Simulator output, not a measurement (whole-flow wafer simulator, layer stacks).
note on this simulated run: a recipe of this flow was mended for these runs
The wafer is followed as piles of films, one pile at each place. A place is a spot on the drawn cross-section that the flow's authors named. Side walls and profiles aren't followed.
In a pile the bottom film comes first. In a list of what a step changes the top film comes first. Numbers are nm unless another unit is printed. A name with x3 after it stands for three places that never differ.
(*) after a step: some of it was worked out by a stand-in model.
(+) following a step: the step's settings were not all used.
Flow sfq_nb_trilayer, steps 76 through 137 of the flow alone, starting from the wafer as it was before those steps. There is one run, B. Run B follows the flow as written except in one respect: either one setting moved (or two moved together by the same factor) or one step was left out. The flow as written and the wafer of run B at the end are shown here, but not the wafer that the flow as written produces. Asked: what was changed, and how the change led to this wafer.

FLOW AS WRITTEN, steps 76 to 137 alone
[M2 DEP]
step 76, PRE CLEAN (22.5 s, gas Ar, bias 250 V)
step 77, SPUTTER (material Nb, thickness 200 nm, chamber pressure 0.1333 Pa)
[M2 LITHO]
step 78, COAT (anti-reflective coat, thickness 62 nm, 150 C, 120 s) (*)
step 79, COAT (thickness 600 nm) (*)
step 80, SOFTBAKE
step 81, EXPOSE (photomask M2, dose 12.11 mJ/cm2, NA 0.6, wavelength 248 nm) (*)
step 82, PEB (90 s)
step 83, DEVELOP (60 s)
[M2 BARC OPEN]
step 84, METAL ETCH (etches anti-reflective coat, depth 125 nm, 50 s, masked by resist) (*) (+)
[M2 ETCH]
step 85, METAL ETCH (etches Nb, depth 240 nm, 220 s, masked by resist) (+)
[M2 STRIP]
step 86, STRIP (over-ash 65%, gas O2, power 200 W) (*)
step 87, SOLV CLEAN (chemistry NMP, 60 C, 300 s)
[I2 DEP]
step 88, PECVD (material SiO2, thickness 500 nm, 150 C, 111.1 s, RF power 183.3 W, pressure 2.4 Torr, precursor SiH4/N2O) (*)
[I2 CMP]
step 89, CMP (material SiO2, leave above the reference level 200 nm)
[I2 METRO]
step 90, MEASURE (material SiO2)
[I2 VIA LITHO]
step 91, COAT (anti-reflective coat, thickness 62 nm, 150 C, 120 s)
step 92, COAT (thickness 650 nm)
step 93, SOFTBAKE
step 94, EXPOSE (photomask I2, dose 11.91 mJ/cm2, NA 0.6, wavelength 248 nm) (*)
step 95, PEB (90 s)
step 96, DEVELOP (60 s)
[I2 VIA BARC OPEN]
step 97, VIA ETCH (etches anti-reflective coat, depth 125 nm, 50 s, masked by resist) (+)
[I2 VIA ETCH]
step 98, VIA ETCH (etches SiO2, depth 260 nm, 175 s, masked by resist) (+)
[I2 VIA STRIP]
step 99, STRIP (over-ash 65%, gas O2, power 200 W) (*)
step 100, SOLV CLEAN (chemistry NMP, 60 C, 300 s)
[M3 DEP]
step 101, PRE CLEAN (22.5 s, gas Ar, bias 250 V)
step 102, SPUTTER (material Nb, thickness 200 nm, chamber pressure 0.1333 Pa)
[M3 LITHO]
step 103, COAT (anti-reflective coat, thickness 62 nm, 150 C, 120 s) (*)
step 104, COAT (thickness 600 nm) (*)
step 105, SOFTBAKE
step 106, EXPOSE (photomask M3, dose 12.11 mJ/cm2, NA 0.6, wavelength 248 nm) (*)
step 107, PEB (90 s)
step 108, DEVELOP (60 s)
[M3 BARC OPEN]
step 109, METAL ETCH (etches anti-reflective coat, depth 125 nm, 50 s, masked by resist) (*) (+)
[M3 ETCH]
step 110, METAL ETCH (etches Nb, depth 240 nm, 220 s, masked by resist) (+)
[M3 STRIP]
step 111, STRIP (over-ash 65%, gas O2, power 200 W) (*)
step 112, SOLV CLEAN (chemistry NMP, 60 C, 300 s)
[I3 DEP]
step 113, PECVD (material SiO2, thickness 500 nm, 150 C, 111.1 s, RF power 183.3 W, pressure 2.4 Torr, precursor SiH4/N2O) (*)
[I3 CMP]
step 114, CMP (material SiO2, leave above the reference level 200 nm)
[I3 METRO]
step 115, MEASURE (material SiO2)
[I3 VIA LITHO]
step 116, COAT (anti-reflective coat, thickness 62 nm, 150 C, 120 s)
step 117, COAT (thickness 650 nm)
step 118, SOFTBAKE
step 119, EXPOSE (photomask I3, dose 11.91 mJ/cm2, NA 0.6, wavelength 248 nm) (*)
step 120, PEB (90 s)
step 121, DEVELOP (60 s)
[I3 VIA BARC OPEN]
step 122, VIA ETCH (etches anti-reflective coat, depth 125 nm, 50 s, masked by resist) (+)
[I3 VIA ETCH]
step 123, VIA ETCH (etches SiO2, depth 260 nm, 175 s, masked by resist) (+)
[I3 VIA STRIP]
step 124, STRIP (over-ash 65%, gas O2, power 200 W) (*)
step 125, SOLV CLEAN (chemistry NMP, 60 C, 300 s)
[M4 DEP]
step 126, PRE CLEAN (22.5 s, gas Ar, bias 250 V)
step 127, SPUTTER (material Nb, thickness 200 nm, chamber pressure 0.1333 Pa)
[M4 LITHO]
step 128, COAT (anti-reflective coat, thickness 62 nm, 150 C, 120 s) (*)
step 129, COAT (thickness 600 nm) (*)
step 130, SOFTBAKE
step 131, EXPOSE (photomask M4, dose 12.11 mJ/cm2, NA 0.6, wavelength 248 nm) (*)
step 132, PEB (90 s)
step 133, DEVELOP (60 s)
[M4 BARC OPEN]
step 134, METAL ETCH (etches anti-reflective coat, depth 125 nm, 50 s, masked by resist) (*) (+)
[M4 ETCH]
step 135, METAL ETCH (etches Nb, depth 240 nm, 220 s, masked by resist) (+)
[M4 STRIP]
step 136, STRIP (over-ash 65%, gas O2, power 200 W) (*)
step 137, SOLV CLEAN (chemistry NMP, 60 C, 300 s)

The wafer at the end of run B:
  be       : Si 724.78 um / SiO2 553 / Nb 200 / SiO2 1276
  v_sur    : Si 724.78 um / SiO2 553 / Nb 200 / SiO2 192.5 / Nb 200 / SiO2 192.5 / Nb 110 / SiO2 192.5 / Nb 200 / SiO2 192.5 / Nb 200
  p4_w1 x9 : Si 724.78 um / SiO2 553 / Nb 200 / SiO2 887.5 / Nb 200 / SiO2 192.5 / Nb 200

The reason: step 77, SPUTTER: thickness 110 nm was run, though the flow has thickness 200 nm.
The wafer itself shows it: v_sur has Nb 110, and step 77 as written asks for 200 nm.

Step by step, how the change led to this:
  step 77, SPUTTER (material Nb, thickness 200 nm, chamber pressure 0.1333 Pa)
      field_l, v_sur, via_wl and 102 more: Nb gains 110 (new film) (in the flow as written it would be: Nb gains 200 (new film))
      via_v: Nb gains 95.8 (in the flow as written it would be: Nb gains 172.8)
  step 78, COAT (anti-reflective coat, thickness 62 nm, 150 C, 120 s) (*)
      via_v: anti-reflective coat gains 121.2 (new film) (in the flow as written it would be: anti-reflective coat gains 125.2 (new film))
      wire: anti-reflective coat gains 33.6 (new film) (in the flow as written it would be: anti-reflective coat gains 34.6 (new film))
  step 85, METAL ETCH (etches Nb, depth 240 nm, 220 s, masked by resist) (+)
      field_l, be, be_sur and 81 more: Nb loses 110 (all of it), SiO2 loses 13 (in the flow as written it would be: Nb loses 200 (all of it), SiO2 loses 4)
  step 86, STRIP (over-ash 65%, gas O2, power 200 W) (*)
      via_v: KrF-resist-other-grade loses 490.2 (all of it), anti-reflective coat loses 121.2 (all of it) (in the flow as written it would be: KrF-resist-other-grade loses 498 (all of it), anti-reflective coat loses 125.2 (all of it))
      wire: KrF-resist-other-grade loses 371.1 (all of it), anti-reflective coat loses 33.6 (all of it) (in the flow as written it would be: KrF-resist-other-grade loses 369.7 (all of it), anti-reflective coat loses 34.6 (all of it))
  step 88, PECVD (material SiO2, thickness 500 nm, 150 C, 111.1 s, RF power 183.3 W, pressure 2.4 Torr, precursor SiH4/N2O) (*)
      via_v: SiO2 gains 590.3 (new film) (in the flow as written it would be: SiO2 gains 612.8 (new film))
  step 89, CMP (material SiO2, leave above the reference level 200 nm)
      field_l, be, be_sur and 81 more: SiO2 loses 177 (in the flow as written it would be: SiO2 loses 96)
      via_v: SiO2 loses 172.2 (in the flow as written it would be: SiO2 loses 181.6)
